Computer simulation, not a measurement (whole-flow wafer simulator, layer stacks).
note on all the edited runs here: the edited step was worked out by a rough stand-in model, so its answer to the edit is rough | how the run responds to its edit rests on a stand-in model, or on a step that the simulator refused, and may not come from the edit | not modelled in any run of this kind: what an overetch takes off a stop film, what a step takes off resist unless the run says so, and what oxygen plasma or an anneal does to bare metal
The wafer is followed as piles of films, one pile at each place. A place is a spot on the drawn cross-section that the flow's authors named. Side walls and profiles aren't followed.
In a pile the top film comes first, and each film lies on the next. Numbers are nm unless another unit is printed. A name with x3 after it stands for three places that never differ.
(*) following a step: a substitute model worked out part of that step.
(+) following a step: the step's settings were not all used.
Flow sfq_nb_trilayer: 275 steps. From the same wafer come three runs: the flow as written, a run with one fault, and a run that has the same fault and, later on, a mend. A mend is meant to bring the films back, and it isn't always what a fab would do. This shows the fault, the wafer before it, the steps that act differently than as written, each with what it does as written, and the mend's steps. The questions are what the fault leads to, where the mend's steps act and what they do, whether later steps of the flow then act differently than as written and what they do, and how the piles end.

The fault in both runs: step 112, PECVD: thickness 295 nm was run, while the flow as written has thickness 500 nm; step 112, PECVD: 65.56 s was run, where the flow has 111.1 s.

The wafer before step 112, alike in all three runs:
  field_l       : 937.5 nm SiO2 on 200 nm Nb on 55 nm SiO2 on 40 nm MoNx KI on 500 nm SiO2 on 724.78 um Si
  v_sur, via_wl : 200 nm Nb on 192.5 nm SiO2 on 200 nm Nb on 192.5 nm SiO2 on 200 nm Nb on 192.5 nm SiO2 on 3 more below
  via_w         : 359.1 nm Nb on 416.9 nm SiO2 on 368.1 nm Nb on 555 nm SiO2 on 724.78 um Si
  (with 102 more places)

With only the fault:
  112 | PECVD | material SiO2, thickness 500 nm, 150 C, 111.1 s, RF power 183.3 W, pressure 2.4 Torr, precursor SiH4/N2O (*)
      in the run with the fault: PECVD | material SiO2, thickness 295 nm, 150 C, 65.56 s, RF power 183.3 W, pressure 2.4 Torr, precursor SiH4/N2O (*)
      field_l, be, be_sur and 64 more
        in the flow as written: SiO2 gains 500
        in the run with the fault: SiO2 gains 295
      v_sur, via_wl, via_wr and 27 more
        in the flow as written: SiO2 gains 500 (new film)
        in the run with the fault: SiO2 gains 295 (new film)
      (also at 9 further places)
  Later steps of the flow acting differently than as written (23 more steps, not shown, differ only slightly: by at most 2% or 0.5 nm, whichever is larger):
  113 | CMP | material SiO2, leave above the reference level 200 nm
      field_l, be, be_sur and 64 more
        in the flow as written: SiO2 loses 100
        in the run with the fault: nothing
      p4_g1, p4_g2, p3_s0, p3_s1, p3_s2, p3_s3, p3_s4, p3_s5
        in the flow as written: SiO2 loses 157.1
        in the run with the fault: nothing
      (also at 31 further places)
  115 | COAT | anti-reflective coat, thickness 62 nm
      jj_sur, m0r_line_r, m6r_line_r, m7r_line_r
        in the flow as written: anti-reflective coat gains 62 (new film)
        in the run with the fault: anti-reflective coat gains 63.4 (new film)
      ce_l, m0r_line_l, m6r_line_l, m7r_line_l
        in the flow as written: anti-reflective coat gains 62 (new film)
        in the run with the fault: anti-reflective coat gains 63.3 (new film)
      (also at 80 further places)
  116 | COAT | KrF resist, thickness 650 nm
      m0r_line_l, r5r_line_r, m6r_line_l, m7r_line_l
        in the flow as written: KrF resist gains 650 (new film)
        in the run with the fault: KrF resist gains 670.8 (new film)
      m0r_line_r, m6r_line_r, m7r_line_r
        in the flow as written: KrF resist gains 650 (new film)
        in the run with the fault: KrF resist gains 670.7 (new film)
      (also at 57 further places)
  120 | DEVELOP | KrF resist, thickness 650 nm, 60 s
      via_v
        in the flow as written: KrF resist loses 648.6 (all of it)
        in the run with the fault: KrF resist loses 610.5 (all of it)
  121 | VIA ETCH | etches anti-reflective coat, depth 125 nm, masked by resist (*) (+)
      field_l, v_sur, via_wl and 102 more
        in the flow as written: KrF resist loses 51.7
        in the run with the fault: KrF resist loses 44.5
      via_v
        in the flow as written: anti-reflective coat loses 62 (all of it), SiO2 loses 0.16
        in the run with the fault: anti-reflective coat loses 53.4 (all of it), SiO2 loses 0.13
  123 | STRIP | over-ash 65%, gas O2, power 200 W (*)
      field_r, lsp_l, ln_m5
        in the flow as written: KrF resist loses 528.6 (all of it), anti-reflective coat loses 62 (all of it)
        in the run with the fault: KrF resist loses 540.3 (all of it), anti-reflective coat loses 62.7 (all of it)
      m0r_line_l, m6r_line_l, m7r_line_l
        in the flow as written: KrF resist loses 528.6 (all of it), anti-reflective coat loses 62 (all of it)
        in the run with the fault: KrF resist loses 556.5 (all of it), anti-reflective coat loses 63.3 (all of it)
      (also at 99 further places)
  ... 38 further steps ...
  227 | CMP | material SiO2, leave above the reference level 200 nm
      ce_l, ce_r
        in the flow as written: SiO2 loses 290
        in the run with the fault: SiO2 loses 300
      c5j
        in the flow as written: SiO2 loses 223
        in the run with the fault: SiO2 loses 233
  At via_w, be_sur, jj_sur and 18 more, the piles at the end differ from the flow's by more than 2% or 0.5 nm, whichever is larger.
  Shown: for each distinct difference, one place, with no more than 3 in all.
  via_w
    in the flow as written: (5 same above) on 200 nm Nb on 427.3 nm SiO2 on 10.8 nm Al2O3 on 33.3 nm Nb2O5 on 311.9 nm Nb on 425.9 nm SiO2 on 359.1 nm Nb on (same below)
    in the run with the fault: (5 same above) on 200 nm Nb on 495.5 nm SiO2 on 10.1 nm Al2O3 on 34.6 nm Nb2O5 on 110.8 nm Nb on 145.3 nm SiO2 on 169.2 nm Nb on 243.7 nm SiO2 on 359.1 nm Nb on (same below)
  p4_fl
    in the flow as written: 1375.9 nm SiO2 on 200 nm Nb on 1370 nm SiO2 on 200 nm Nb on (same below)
    in the run with the fault: 1480.9 nm SiO2 on 200 nm Nb on 1265 nm SiO2 on 200 nm Nb on (same below)
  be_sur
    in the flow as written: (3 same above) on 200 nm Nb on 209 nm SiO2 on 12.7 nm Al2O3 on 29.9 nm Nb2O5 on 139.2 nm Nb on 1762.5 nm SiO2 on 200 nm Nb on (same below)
    in the run with the fault: (3 same above) on 200 nm Nb on 214 nm SiO2 on 12.7 nm Al2O3 on 29.9 nm Nb2O5 on 139.2 nm Nb on 1757.5 nm SiO2 on 200 nm Nb on (same below)

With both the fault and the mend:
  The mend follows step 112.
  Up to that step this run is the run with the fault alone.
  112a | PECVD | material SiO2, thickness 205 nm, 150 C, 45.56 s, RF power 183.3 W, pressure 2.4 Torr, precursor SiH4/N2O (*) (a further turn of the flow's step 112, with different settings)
      field_l, v_sur, via_wl and 102 more
        SiO2 gains 205
      via_w
        SiO2 gains 181.5
  Later steps of the flow acting differently than as written (22 more steps, not shown, differ only slightly: by at most 2% or 0.5 nm, whichever is larger):
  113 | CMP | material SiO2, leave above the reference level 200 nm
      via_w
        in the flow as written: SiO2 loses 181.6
        in the run with the mend: nothing
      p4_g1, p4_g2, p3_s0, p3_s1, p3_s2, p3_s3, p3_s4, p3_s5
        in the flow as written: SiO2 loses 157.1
        in the run with the mend: SiO2 loses 100
  The piles end only slightly different from the flow's at the places that both follow, by no more than 2% or 0.5 nm, whichever is larger.
